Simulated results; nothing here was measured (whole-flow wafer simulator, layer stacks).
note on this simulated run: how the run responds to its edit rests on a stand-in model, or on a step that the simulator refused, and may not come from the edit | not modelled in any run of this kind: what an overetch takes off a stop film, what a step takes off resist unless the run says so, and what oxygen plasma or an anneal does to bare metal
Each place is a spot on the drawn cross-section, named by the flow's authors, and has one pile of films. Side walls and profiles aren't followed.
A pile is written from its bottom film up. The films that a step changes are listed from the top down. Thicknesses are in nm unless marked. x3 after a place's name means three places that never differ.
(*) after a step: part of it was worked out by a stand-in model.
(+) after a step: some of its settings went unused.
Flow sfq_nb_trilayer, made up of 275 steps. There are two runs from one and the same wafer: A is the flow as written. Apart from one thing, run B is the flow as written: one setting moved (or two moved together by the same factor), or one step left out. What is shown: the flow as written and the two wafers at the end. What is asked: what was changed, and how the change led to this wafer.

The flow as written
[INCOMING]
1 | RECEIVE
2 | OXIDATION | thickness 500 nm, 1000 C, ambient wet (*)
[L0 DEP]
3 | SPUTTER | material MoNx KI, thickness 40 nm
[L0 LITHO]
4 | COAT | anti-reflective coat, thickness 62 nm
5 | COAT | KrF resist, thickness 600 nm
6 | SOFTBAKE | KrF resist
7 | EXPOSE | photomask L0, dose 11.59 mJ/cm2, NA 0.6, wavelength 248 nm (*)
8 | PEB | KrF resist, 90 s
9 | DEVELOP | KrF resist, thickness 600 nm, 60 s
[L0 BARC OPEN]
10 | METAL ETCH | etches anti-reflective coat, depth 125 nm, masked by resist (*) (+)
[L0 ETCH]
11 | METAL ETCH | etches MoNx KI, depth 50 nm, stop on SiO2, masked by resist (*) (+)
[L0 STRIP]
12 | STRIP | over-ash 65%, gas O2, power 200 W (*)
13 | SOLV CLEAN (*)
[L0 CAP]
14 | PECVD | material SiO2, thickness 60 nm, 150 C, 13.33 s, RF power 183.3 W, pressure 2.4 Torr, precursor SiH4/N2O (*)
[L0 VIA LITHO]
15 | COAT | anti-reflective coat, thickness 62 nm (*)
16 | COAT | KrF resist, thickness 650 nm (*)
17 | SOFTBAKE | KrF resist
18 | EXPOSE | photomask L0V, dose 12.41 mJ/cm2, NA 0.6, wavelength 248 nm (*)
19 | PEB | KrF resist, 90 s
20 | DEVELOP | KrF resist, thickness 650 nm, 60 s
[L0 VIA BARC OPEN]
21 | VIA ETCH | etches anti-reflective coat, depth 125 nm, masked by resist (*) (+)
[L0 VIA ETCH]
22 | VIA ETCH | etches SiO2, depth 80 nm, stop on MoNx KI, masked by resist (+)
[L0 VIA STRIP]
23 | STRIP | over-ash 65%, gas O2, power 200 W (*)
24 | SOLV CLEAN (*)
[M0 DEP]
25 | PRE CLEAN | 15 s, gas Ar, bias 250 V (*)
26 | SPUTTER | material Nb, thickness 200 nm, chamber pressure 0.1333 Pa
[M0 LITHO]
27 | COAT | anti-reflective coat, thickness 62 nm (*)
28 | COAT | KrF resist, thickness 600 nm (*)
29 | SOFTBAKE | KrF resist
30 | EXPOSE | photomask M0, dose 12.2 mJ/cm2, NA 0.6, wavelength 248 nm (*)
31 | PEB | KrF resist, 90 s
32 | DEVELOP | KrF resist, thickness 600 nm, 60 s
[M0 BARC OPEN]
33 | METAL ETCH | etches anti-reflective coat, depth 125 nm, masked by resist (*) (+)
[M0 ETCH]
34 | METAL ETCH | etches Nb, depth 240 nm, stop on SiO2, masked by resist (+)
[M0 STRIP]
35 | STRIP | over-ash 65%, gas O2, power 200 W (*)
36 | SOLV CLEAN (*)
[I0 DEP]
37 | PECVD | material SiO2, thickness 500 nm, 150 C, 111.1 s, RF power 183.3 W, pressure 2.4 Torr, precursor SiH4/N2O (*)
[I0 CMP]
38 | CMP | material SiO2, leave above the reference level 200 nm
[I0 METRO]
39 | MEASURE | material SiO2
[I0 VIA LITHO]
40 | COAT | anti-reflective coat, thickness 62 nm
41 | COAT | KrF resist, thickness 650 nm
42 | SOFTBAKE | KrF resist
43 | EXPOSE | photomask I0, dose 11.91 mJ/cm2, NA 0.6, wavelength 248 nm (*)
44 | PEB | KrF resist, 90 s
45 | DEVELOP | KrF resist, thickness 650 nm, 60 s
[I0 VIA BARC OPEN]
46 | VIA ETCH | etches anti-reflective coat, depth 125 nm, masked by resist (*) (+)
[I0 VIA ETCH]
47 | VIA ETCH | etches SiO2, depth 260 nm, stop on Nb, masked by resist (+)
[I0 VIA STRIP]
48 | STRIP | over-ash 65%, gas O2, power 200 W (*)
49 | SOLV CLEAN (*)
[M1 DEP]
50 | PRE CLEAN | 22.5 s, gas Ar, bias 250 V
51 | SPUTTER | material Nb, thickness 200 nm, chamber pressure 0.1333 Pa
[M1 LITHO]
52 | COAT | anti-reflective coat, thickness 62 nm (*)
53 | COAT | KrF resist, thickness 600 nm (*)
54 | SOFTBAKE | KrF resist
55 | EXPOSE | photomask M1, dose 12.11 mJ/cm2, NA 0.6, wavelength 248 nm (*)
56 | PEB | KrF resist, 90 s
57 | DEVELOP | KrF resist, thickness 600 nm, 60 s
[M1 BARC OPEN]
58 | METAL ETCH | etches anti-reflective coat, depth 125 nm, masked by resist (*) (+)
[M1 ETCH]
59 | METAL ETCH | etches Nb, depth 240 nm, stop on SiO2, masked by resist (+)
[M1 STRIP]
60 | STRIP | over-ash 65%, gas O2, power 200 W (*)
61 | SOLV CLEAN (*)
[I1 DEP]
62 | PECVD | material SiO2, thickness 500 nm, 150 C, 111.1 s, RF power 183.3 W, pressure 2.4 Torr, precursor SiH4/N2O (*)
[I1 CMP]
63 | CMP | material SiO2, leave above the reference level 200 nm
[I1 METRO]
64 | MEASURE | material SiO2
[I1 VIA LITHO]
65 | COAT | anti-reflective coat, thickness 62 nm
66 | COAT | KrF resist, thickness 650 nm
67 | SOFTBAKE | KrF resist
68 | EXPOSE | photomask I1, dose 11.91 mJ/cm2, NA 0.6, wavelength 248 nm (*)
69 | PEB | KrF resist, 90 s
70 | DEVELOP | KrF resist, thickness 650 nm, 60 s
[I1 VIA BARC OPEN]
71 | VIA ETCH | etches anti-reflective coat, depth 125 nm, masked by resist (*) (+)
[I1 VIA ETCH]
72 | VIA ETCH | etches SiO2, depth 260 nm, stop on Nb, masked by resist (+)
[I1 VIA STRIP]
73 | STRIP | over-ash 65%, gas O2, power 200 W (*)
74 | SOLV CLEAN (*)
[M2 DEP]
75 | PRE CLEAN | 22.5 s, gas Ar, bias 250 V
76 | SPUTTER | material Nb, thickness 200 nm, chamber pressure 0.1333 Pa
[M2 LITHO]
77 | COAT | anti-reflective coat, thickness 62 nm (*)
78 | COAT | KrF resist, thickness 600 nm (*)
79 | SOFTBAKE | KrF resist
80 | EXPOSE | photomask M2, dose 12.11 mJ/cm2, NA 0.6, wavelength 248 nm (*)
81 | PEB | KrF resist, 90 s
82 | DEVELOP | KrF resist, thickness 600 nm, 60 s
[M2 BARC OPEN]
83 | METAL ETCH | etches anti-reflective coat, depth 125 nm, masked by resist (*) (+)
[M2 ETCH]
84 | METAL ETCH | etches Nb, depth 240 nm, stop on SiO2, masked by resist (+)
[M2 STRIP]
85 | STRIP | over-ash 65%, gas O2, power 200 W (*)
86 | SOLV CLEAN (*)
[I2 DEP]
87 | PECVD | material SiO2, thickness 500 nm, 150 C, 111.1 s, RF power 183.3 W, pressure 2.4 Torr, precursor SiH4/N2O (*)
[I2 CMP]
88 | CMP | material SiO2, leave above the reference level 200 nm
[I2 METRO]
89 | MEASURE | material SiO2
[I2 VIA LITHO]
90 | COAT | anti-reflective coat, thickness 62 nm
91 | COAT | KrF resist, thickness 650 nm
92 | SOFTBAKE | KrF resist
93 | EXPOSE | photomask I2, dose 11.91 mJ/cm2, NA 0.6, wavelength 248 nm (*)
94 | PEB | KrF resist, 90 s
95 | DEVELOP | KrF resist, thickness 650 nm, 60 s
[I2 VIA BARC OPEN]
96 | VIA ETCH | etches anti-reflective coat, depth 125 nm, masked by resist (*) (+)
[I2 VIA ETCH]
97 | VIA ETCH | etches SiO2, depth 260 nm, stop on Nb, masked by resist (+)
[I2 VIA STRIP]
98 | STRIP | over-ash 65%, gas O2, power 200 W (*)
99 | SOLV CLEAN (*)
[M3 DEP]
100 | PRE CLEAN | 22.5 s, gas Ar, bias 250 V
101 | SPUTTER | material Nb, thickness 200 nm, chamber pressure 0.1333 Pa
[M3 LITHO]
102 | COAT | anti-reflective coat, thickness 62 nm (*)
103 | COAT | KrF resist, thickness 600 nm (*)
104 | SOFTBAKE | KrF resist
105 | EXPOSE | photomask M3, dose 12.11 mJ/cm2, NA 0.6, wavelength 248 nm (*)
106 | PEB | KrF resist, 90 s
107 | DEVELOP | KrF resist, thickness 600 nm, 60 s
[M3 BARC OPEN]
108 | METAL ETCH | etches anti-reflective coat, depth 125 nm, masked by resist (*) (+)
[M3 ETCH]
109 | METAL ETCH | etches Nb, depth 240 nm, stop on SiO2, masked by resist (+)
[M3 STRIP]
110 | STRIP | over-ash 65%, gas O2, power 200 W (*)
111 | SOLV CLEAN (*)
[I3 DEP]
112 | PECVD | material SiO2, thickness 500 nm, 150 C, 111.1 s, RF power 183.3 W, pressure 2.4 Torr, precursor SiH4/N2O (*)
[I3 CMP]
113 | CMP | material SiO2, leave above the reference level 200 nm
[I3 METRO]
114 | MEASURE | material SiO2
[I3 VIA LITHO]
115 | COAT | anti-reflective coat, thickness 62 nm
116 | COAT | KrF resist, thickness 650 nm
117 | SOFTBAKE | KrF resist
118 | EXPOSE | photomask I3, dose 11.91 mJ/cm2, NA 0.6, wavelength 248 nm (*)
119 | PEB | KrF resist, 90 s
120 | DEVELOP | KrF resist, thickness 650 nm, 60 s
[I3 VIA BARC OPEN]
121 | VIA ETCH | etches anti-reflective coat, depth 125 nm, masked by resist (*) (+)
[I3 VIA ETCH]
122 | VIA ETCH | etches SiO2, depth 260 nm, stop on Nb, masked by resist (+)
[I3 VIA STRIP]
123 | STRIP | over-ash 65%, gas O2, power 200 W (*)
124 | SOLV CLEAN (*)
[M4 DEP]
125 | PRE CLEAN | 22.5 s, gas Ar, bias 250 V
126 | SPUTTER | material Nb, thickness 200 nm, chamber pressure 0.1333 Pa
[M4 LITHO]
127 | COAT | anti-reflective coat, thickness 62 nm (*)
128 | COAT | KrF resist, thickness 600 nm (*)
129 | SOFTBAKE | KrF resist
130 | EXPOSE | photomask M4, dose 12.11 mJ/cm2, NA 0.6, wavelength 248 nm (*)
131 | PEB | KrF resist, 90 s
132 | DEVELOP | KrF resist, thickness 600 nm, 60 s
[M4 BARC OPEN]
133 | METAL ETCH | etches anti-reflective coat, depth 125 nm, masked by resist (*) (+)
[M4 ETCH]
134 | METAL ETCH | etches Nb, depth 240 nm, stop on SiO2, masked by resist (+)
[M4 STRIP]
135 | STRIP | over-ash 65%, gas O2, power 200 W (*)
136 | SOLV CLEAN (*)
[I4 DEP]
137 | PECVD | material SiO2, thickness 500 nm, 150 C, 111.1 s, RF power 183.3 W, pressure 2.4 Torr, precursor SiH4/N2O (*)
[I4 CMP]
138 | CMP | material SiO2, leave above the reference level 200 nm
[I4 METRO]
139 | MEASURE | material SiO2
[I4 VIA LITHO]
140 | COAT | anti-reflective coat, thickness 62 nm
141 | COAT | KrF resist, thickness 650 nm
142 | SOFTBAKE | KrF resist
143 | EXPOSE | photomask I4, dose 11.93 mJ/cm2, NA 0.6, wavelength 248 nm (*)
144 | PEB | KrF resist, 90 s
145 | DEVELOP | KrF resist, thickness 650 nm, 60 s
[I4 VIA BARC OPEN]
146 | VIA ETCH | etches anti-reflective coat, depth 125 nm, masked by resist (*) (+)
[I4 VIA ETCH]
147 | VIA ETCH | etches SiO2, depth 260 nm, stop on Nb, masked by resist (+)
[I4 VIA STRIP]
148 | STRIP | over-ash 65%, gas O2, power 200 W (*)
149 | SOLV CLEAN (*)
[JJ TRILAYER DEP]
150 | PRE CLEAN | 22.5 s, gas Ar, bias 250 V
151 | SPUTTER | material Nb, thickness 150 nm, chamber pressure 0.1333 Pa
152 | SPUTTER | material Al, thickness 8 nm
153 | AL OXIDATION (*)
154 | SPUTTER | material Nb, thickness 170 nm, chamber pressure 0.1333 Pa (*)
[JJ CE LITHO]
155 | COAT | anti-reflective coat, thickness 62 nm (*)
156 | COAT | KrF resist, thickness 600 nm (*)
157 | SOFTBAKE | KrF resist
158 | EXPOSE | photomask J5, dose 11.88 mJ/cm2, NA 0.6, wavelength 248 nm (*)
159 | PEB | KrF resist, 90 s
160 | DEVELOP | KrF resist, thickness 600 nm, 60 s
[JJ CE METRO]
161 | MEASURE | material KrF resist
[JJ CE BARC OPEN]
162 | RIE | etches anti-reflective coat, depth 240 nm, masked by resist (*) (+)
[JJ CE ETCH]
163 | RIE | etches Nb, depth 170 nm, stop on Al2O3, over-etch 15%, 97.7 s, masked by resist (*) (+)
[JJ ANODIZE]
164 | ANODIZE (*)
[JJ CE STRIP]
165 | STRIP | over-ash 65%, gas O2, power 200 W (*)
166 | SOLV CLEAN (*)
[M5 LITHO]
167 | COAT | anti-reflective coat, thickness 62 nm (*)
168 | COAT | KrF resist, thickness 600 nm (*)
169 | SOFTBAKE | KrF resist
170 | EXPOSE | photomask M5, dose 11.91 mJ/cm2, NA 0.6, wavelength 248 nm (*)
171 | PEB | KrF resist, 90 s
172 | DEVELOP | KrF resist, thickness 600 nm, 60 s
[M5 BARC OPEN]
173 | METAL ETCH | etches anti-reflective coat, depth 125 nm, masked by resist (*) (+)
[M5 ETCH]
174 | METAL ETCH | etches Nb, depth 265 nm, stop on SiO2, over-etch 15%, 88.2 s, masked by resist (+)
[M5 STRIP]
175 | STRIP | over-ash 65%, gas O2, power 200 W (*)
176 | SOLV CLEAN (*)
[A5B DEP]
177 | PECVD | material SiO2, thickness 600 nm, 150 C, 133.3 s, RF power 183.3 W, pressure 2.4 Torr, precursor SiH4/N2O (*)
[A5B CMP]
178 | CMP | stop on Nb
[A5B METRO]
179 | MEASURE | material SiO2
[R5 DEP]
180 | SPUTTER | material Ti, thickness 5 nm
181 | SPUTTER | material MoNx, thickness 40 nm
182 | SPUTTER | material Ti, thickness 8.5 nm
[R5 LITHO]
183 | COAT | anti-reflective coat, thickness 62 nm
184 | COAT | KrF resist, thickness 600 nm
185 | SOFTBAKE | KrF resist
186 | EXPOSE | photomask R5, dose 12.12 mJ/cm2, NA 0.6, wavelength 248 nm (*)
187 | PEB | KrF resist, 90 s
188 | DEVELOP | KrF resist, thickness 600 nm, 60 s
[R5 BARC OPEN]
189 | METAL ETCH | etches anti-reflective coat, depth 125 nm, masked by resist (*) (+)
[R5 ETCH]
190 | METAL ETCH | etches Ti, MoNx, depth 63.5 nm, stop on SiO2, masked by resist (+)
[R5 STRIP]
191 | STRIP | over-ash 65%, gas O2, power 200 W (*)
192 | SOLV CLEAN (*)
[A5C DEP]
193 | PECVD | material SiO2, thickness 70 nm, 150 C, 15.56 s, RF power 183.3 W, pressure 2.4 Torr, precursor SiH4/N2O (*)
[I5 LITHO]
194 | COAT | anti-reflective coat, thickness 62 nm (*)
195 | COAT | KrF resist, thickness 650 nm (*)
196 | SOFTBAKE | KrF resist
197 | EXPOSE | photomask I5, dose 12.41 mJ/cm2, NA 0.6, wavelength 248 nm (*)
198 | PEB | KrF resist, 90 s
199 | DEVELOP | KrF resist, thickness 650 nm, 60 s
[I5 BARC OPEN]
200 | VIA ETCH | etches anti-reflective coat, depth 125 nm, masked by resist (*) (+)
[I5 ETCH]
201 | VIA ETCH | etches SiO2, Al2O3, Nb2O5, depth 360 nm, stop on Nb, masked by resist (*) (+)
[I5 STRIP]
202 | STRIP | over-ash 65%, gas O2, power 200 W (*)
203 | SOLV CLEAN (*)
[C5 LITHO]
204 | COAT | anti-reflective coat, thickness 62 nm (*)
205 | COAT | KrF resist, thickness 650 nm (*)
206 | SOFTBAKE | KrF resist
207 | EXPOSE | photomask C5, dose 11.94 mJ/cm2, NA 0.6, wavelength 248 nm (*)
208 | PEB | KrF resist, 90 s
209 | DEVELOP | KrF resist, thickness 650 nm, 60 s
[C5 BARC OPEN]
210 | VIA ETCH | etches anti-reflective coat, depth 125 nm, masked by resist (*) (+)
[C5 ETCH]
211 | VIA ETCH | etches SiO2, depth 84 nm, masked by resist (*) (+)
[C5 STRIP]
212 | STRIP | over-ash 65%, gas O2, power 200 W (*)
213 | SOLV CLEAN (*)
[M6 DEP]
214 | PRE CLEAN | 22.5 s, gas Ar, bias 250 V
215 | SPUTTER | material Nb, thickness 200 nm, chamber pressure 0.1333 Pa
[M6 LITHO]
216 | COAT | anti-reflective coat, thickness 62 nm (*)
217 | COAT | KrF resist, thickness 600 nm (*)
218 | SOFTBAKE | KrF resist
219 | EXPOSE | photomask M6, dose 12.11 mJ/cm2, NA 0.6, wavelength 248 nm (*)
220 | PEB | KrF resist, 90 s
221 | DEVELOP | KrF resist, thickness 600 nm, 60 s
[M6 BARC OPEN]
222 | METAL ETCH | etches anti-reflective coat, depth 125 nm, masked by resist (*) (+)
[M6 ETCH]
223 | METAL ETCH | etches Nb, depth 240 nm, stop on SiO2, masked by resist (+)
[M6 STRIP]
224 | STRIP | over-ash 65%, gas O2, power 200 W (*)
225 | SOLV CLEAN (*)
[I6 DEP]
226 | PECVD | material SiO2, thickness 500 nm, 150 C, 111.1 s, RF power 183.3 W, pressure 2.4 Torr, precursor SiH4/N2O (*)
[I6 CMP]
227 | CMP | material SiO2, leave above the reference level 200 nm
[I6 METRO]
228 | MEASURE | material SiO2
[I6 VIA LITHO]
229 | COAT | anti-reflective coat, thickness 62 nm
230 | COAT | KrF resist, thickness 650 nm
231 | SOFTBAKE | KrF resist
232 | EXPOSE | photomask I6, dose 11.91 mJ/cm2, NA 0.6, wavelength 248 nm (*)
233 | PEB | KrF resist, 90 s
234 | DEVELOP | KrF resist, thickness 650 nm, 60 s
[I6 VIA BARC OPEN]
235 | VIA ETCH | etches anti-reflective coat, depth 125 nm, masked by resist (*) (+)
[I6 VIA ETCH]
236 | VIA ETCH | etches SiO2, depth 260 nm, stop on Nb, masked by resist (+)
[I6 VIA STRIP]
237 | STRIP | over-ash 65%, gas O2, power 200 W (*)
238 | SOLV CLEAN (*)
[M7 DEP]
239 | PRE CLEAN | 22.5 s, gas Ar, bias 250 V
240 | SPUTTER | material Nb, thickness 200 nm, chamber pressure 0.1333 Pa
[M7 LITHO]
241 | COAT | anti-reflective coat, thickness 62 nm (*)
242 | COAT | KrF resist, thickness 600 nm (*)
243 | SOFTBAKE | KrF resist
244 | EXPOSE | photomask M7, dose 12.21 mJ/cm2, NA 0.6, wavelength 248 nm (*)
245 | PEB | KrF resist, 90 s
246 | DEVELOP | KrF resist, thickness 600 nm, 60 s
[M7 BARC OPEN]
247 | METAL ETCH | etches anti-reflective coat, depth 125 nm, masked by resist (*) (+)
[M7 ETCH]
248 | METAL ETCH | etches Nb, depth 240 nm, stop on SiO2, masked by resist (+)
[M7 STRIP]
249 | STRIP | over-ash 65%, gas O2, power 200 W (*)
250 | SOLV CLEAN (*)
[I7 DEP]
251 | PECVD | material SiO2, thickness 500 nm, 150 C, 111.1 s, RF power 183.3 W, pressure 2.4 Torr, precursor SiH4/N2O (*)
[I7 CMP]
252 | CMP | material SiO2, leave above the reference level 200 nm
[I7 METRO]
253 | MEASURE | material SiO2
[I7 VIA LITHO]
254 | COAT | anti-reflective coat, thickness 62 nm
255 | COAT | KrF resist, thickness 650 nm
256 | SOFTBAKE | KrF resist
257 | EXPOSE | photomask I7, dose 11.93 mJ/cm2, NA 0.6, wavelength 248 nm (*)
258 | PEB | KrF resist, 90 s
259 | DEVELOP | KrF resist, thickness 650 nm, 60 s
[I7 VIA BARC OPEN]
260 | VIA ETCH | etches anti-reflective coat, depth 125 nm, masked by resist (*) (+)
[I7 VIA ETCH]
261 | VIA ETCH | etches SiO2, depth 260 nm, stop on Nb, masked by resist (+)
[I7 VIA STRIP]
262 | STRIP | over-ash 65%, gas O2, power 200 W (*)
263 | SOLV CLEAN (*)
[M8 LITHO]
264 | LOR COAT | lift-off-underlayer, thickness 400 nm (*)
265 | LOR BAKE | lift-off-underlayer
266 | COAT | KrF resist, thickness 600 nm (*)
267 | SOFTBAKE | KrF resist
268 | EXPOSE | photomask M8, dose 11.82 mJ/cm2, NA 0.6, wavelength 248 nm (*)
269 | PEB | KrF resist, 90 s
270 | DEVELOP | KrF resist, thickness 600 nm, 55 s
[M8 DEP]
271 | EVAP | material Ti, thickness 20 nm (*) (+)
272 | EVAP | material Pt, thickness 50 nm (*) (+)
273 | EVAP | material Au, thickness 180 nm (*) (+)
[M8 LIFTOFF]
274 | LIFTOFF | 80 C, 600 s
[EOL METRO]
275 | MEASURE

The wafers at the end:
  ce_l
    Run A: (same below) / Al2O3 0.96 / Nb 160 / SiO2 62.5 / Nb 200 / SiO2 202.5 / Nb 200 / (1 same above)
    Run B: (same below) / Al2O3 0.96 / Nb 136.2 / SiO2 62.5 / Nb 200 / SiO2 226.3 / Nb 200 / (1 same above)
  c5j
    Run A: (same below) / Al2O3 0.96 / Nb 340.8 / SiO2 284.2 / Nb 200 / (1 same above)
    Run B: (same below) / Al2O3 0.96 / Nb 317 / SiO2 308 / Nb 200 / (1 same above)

Cause: step 190, METAL ETCH: depth 87.31 nm was run, while the flow as written has depth 63.5 nm.

The path from the change to this, step by step:
  190 | METAL ETCH | etches Ti, MoNx, depth 63.5 nm, stop on SiO2, masked by resist (+)
      be_r, r_sur, res, r_end, r5r_line_l, r5r_line_c, r5r_line_r: A -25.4 KrF resist | B -34.9 KrF resist
      ce_l, c5j, ce_r, wl_jj: A -8.5 Ti (all of it), -40 MoNx (all of it), -5 Ti (all of it), -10 Nb | B -8.5 Ti (all of it), -40 MoNx (all of it), -5 Ti (all of it), -33.8 Nb
  194 | COAT | anti-reflective coat, thickness 62 nm (*)
      wl_j_sl, wl_j_sr: A +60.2 anti-reflective coat (new film) | B +56.4 anti-reflective coat (new film)
      jj_sur: A +60.8 anti-reflective coat (new film) | B +57 anti-reflective coat (new film)
      (also at 5 further places)
  202 | STRIP | over-ash 65%, gas O2, power 200 W (*)
      wl_j_sl, wl_j_sr: A -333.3 KrF resist (all of it), -60.2 anti-reflective coat (all of it) | B -333.3 KrF resist (all of it), -56.4 anti-reflective coat (all of it)
      jj_sur: A -337.2 KrF resist (all of it), -60.8 anti-reflective coat (all of it) | B -337.5 KrF resist (all of it), -57 anti-reflective coat (all of it)
      (also at 5 further places)
  204 | COAT | anti-reflective coat, thickness 62 nm (*)
      wl_j_sl, wl_j_sr: A +60.2 anti-reflective coat (new film) | B +56.4 anti-reflective coat (new film)
      jj_sur: A +59.5 anti-reflective coat (new film) | B +55.7 anti-reflective coat (new film)
      (also at 5 further places)
  210 | VIA ETCH | etches anti-reflective coat, depth 125 nm, masked by resist (*) (+)
      c5j: A -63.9 anti-reflective coat (all of it), -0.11 SiO2 | B -70.5 anti-reflective coat (all of it), -0.07 SiO2
  212 | STRIP | over-ash 65%, gas O2, power 200 W (*)
      wl_j_sl, wl_j_sr: A -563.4 KrF resist (all of it), -60.2 anti-reflective coat (all of it) | B -563.4 KrF resist (all of it), -56.4 anti-reflective coat (all of it)
      jj_sur: A -562 KrF resist (all of it), -59.5 anti-reflective coat (all of it) | B -562.2 KrF resist (all of it), -55.7 anti-reflective coat (all of it)
      (also at 4 further places)
  216 | COAT | anti-reflective coat, thickness 62 nm (*)
      wl_j_sl, wl_j_sr: A +60.2 anti-reflective coat (new film) | B +56.6 anti-reflective coat (new film)
      jj_sur: A +56.1 anti-reflective coat (new film) | B +52.4 anti-reflective coat (new film)
      (also at 5 further places)
  224 | STRIP | over-ash 65%, gas O2, power 200 W (*)
      wl_j_sl, wl_j_sr: A -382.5 KrF resist (all of it), -60.2 anti-reflective coat (all of it) | B -382.2 KrF resist (all of it), -56.6 anti-reflective coat (all of it)
      jj_sur: A -378.5 KrF resist (all of it), -56.1 anti-reflective coat (all of it) | B -378.3 KrF resist (all of it), -52.4 anti-reflective coat (all of it)
      (also at 5 further places)
  227 | CMP | material SiO2, leave above the reference level 200 nm
      ce_l, ce_r, wl_jj: A -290 SiO2 | B -266.2 SiO2
      c5j: A -223 SiO2 | B -199.2 SiO2
